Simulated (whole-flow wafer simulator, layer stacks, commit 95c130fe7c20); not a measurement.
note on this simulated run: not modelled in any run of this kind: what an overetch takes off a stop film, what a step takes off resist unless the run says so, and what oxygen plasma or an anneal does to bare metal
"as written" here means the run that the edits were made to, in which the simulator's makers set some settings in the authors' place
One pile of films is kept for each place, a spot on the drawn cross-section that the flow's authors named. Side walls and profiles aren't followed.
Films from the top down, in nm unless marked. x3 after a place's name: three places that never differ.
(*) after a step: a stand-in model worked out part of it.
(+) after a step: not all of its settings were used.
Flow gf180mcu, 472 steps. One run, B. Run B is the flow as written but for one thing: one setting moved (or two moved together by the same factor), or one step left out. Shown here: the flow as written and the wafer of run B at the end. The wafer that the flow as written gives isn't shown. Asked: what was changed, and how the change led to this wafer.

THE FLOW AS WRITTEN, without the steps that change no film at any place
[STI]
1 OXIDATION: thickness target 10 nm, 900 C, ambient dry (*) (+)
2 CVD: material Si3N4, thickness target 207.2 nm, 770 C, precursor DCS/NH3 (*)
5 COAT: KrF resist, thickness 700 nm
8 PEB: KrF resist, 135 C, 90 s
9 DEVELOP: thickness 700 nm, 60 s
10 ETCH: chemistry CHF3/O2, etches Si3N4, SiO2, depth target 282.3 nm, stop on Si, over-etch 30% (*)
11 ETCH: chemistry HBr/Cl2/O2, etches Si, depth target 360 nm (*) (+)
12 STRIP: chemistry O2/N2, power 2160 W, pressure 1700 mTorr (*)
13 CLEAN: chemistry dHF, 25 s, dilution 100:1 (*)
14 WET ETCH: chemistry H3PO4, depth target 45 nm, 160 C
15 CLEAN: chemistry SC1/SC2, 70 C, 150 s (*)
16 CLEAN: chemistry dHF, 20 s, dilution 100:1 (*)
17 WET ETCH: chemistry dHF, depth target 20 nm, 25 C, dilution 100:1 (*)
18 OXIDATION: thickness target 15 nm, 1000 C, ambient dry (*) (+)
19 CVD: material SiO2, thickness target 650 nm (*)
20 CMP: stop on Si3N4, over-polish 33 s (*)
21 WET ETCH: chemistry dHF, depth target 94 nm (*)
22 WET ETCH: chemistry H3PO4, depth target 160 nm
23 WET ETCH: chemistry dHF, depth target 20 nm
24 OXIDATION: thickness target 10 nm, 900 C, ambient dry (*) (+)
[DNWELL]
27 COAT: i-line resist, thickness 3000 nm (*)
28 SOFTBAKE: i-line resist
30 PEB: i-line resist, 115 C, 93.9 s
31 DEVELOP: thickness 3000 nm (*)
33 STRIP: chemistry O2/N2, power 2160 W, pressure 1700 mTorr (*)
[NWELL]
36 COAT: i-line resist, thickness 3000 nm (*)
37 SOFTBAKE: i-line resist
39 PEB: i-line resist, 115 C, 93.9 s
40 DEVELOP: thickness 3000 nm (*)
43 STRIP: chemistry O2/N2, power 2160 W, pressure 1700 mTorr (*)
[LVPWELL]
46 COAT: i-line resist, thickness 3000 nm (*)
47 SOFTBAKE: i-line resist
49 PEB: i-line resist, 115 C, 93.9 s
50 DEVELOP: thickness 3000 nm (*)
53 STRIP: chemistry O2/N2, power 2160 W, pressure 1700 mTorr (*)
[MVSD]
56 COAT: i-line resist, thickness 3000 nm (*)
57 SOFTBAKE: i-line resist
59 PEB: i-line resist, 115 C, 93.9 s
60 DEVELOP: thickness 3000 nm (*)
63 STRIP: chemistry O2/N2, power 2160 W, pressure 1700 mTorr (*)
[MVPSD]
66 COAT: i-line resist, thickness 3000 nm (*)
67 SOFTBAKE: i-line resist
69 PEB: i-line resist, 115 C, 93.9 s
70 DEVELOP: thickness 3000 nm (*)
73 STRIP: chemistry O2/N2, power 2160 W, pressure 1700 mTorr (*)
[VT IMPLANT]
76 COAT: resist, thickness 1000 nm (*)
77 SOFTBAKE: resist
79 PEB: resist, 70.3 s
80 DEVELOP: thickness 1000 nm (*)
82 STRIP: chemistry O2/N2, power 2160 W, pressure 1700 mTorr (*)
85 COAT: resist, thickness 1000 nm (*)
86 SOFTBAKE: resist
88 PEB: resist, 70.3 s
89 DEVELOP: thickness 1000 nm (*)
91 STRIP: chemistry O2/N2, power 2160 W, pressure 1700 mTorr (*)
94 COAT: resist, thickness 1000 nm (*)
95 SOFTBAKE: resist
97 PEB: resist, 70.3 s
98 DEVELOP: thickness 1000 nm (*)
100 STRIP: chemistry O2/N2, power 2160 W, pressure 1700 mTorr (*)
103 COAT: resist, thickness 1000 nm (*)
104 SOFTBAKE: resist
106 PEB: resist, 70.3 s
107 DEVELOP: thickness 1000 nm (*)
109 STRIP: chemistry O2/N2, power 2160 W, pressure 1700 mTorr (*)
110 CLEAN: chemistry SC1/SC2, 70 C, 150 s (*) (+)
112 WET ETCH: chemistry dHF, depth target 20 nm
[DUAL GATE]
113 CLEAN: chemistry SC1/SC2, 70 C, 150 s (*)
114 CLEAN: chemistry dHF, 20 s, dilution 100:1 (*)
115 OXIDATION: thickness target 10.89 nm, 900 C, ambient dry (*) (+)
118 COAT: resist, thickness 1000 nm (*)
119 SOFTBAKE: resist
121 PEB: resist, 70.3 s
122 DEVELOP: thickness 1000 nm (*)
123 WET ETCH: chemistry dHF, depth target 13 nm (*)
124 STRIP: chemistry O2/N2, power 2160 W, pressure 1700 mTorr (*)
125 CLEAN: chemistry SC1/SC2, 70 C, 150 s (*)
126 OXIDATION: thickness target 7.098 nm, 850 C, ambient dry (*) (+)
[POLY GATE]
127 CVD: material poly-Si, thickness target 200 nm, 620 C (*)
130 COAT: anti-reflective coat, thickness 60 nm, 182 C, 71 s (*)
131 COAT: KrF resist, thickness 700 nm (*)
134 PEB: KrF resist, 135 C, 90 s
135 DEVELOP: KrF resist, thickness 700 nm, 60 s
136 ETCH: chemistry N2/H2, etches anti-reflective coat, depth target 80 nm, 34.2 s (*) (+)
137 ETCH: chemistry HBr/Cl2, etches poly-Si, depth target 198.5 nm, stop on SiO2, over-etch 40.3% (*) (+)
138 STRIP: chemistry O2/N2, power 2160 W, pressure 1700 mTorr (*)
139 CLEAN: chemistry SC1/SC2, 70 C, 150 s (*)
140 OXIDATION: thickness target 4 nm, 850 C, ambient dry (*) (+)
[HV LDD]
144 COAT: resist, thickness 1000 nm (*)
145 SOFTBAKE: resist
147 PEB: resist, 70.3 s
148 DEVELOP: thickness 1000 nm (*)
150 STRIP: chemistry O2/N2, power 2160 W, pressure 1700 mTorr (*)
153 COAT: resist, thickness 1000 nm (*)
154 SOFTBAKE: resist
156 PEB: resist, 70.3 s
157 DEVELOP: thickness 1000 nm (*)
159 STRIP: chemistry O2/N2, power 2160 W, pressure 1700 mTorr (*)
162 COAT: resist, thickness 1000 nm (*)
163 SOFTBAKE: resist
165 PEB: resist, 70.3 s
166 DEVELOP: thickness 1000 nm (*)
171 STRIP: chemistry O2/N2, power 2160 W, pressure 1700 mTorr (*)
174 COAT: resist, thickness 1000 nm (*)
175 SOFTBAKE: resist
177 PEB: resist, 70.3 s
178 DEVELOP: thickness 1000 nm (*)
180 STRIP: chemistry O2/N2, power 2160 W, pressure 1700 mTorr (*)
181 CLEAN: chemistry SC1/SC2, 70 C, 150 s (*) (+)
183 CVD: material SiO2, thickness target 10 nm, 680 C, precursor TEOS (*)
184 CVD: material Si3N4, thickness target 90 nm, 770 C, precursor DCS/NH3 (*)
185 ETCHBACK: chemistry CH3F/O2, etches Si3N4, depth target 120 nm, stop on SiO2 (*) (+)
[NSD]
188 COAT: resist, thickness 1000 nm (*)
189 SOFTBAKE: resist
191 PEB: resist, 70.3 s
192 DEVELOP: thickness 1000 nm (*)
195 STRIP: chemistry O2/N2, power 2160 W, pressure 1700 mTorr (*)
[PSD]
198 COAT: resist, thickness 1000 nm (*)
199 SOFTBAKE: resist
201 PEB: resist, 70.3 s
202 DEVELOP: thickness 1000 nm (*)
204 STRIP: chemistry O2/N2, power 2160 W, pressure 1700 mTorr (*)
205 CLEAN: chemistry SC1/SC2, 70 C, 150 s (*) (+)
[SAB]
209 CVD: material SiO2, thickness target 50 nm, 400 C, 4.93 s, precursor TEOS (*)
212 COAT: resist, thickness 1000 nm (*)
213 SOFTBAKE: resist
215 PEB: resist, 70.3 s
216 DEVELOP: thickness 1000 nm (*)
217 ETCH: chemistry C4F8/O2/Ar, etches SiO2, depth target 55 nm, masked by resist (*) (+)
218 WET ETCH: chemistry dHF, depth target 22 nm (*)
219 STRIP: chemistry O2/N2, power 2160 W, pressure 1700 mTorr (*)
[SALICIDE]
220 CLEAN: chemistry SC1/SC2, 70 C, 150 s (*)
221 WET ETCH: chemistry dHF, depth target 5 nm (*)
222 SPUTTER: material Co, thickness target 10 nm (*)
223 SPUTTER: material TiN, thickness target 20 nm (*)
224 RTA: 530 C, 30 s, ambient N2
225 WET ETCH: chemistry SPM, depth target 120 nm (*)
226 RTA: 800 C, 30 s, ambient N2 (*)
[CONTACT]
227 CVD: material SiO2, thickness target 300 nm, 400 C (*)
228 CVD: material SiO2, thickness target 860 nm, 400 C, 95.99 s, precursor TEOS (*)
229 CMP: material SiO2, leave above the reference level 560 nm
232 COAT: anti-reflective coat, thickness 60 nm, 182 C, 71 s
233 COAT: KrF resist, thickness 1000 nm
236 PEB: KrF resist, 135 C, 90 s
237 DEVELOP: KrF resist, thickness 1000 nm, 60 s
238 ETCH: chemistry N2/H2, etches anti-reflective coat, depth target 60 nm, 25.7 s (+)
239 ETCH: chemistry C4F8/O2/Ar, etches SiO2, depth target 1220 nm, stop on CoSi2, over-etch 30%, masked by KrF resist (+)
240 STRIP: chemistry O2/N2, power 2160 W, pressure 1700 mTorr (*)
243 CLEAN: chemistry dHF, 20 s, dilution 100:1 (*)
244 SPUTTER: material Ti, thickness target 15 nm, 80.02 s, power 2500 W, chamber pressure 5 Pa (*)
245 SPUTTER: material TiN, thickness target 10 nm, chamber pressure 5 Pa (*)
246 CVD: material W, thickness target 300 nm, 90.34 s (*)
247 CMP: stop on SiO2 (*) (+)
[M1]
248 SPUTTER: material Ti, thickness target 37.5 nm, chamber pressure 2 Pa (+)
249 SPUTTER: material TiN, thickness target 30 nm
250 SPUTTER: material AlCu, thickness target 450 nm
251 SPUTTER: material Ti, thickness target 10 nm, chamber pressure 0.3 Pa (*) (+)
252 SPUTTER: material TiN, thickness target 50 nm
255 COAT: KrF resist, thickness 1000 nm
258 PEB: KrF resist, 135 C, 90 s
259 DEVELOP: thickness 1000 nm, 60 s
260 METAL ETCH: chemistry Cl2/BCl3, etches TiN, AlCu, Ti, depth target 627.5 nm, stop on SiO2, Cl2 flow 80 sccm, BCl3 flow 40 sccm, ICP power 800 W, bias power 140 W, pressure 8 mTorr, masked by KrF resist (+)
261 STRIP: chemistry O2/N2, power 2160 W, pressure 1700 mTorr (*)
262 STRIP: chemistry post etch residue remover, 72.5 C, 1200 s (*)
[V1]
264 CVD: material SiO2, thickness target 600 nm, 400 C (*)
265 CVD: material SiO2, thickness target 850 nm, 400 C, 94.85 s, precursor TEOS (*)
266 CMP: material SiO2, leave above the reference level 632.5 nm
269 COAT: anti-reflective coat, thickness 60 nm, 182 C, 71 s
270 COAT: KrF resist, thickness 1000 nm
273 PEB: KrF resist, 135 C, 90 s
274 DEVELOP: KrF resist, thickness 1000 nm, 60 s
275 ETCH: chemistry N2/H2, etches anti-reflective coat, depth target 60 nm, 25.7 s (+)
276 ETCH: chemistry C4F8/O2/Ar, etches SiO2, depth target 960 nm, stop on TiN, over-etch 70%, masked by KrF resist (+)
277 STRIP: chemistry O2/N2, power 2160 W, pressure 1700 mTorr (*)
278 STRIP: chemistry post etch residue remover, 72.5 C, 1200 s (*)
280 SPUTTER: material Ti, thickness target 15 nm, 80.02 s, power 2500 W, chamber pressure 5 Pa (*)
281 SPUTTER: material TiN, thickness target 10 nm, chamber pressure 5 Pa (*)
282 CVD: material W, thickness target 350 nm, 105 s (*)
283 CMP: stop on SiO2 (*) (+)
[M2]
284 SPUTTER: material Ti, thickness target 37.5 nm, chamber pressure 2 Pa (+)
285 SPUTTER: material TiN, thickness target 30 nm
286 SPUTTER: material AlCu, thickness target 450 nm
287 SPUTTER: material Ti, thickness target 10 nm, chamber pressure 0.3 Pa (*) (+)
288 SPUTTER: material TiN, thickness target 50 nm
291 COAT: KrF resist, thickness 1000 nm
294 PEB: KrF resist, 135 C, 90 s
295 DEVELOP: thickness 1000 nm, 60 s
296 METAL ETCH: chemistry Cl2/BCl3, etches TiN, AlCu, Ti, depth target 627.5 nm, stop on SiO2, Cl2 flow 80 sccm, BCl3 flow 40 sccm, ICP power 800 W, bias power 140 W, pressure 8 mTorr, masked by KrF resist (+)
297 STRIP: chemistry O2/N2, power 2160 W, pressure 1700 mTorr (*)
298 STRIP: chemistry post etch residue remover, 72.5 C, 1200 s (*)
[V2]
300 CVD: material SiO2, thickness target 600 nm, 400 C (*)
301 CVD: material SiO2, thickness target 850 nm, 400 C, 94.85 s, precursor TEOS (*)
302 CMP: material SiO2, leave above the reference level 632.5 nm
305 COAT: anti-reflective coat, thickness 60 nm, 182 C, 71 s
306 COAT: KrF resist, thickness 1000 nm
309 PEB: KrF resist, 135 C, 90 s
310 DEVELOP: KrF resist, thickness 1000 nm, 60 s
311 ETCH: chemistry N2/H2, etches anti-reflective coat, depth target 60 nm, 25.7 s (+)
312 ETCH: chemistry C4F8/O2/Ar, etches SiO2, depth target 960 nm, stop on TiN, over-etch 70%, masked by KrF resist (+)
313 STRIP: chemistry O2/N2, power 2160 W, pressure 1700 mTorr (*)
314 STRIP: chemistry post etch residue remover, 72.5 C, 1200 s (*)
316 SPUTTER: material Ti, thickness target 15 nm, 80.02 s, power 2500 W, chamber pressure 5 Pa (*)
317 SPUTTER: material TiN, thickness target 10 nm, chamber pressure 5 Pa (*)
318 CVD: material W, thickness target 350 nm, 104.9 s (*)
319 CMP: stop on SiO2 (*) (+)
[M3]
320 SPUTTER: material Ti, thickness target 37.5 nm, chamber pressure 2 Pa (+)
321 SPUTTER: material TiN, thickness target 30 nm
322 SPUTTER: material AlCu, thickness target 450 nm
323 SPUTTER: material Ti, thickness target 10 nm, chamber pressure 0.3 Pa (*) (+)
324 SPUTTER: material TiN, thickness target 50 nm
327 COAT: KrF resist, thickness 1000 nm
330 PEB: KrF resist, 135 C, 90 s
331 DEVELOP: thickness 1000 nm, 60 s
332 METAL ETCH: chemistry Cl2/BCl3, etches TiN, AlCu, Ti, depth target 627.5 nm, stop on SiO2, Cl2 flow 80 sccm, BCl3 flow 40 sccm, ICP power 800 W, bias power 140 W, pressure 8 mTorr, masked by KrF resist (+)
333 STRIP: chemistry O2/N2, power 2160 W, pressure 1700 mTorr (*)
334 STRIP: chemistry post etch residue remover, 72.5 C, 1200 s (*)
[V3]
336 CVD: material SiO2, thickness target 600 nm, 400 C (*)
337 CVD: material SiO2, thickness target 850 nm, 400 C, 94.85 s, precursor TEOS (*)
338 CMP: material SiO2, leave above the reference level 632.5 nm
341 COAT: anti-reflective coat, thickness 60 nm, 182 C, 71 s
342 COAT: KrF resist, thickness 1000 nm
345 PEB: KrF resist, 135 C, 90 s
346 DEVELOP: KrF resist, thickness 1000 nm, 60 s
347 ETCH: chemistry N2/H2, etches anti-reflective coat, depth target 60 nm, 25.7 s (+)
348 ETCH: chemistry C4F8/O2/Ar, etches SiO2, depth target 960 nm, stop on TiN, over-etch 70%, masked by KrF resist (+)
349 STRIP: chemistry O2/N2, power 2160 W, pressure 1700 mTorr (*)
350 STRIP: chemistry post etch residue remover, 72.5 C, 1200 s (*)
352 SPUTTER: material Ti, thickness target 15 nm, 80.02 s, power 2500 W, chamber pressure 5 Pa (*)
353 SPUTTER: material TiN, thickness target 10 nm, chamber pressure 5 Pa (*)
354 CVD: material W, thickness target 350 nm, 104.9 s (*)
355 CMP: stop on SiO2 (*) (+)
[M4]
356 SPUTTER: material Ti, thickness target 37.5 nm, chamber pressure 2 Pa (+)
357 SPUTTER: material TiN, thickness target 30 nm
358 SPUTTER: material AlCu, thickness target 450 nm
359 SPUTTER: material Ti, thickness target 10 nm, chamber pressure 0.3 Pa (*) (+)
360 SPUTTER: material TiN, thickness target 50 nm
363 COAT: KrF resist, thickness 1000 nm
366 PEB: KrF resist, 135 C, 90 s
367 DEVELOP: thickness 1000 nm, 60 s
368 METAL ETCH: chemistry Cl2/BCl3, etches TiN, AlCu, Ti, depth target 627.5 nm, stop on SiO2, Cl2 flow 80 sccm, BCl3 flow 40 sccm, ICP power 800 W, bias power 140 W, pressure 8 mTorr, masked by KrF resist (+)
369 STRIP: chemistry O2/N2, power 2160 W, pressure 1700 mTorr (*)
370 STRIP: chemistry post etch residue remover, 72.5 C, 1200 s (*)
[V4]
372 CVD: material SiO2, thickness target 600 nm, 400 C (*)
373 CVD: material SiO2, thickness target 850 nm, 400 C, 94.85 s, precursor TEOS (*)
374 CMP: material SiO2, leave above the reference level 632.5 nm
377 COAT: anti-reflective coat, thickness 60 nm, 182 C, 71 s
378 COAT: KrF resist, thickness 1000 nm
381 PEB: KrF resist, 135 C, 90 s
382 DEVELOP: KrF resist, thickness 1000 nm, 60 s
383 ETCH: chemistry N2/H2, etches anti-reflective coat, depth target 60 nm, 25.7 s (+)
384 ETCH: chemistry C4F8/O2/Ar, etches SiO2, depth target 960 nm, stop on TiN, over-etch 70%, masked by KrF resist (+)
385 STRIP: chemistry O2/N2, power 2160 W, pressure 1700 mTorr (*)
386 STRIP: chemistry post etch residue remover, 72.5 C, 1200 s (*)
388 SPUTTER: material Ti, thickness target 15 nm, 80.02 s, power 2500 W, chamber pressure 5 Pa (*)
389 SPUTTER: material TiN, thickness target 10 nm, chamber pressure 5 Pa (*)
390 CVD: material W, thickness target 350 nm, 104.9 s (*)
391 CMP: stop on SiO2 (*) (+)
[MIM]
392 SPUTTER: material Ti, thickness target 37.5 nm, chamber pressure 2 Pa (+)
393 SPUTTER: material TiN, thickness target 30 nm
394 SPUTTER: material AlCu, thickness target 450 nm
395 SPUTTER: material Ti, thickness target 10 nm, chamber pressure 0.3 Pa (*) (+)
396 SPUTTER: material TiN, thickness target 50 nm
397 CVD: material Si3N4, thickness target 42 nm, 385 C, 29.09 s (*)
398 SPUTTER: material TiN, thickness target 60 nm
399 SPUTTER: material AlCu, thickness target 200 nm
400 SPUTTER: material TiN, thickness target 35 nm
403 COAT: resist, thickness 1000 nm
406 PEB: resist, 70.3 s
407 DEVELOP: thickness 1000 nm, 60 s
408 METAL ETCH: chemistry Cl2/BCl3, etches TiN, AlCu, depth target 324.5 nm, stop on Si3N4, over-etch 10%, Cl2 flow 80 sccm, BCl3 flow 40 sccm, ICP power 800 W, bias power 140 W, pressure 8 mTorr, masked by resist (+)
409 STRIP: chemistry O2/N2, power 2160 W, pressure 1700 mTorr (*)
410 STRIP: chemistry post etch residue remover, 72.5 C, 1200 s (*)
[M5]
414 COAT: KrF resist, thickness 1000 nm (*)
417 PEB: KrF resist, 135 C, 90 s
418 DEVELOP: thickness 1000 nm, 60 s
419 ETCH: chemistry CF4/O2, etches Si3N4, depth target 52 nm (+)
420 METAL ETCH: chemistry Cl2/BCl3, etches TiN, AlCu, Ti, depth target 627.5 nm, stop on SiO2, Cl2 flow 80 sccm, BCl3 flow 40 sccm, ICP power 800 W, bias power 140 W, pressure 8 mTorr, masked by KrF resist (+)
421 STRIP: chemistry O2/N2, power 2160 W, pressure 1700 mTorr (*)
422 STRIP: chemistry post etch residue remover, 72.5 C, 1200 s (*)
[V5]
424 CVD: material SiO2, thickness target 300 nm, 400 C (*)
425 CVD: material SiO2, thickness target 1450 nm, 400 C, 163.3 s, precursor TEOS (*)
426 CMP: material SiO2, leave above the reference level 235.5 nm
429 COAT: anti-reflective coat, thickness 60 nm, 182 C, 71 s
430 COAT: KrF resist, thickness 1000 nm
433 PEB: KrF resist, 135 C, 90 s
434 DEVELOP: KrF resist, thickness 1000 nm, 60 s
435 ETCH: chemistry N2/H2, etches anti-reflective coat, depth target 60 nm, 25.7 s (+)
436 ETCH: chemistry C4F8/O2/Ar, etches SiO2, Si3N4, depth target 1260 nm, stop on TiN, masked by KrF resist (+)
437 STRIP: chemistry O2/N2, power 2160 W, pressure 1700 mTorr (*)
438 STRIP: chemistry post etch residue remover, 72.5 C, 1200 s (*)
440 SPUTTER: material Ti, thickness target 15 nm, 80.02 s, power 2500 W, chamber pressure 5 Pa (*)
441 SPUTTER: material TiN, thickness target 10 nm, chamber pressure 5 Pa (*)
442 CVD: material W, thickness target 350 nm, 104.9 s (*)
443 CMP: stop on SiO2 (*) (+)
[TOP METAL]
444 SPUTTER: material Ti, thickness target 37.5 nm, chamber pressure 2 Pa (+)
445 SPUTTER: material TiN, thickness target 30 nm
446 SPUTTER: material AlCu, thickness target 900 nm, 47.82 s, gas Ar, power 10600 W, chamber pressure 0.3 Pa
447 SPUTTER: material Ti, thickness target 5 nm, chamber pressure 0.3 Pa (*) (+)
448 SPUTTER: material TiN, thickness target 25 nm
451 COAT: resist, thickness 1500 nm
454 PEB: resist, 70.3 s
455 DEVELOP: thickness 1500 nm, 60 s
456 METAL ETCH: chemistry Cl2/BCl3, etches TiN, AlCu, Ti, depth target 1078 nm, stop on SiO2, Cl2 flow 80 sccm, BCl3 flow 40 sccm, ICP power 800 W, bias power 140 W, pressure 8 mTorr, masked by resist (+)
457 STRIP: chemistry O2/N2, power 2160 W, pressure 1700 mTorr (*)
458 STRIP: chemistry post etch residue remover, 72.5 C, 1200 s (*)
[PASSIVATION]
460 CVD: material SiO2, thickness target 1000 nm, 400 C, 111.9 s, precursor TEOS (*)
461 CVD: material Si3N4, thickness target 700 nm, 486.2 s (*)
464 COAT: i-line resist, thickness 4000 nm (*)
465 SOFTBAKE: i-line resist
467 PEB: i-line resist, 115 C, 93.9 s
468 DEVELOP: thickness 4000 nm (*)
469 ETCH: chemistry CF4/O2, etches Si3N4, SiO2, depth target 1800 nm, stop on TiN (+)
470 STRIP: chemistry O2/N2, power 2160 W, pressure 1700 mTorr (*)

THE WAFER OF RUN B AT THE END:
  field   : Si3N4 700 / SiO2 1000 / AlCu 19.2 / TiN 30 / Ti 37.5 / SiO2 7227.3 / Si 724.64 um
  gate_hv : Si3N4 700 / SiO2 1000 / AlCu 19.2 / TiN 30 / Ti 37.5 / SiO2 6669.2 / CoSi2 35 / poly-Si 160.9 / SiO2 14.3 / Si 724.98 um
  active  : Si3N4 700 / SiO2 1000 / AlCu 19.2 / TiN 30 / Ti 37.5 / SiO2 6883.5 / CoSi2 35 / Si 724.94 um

The cause: step 456, METAL ETCH: depth target 905.1 nm was run, where the flow has depth target 1078 nm.

How the change led to this, step by step:
  456 METAL ETCH: chemistry Cl2/BCl3, etches TiN, AlCu, Ti, depth target 1078 nm, stop on SiO2, Cl2 flow 80 sccm, BCl3 flow 40 sccm, ICP power 800 W, bias power 140 W, pressure 8 mTorr, masked by resist (+)
      field, field__w1, field__w2 and 103 more: TiN -25 (all of it), Ti -5 (all of it), AlCu -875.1 (as written it would be: TiN -25 (all of it), Ti -5 (all of it), AlCu -900 (all of it), TiN -30 (all of it), Ti -37.5 (all of it))
      field__w8, contact, m1, m1__w1, pad, m1_nw: resist -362 (as written it would be: resist -431)
  457 STRIP: chemistry O2/N2, power 2160 W, pressure 1700 mTorr (*)
      field__w8, contact, m1, m1__w1, pad, m1_nw: resist -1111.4 (all of it) (as written it would be: resist -1042.5 (all of it))
  458 STRIP: chemistry post etch residue remover, 72.5 C, 1200 s (*)
      field, field__w1, field__w2 and 103 more: AlCu -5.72 (as written it would be: nothing)
  460 CVD: material SiO2, thickness target 1000 nm, 400 C, 111.9 s, precursor TEOS (*)
      field, field__w1, field__w2 and 103 more: SiO2 +1000 (new film) (as written it would be: SiO2 +1000)
  464 COAT: i-line resist, thickness 4000 nm (*)
      field__w8: i-line resist +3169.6 (new film) (as written it would be: i-line resist +3093.1 (new film))
      contact: i-line resist +3222 (new film) (as written it would be: i-line resist +3153.6 (new film))
      (and at 3 more places)
  465 SOFTBAKE: i-line resist
      field__w2, field_sub__w4: i-line resist +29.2 (as written it would be: i-line resist +33.4)
      field__w11, field__w13: i-line resist +33 (as written it would be: i-line resist +37.6)
      (and at 65 more places)
  467 PEB: i-line resist, 115 C, 93.9 s
      field__w8, m1__w1: i-line resist -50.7 (as written it would be: i-line resist -49.2)
      contact, m1: i-line resist -51.1 (as written it would be: i-line resist -49.6)
      (and at 2 more places)
  468 DEVELOP: thickness 4000 nm (*)
      pad: i-line resist -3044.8 (all of it) (as written it would be: i-line resist -2960.4 (all of it))
  470 STRIP: chemistry O2/N2, power 2160 W, pressure 1700 mTorr (*)
      field__w8, m1__w1: i-line resist -1859 (all of it) (as written it would be: i-line resist -1775.9 (all of it))
      contact: i-line resist -1878.4 (all of it) (as written it would be: i-line resist -1798.3 (all of it))
      (and at 2 more places)
Counting metal films that touch as one body, field has 1 body; the flow as written gives 0 bodies.
Counting metal films that touch as one body, gate_hv has 2 bodies (between them, from the top down: SiO2 6669.2); the flow as written gives 1 body.
Counting metal films that touch as one body, active has 2 bodies (between them, from the top down: SiO2 6883.5); the flow as written gives 1 body.
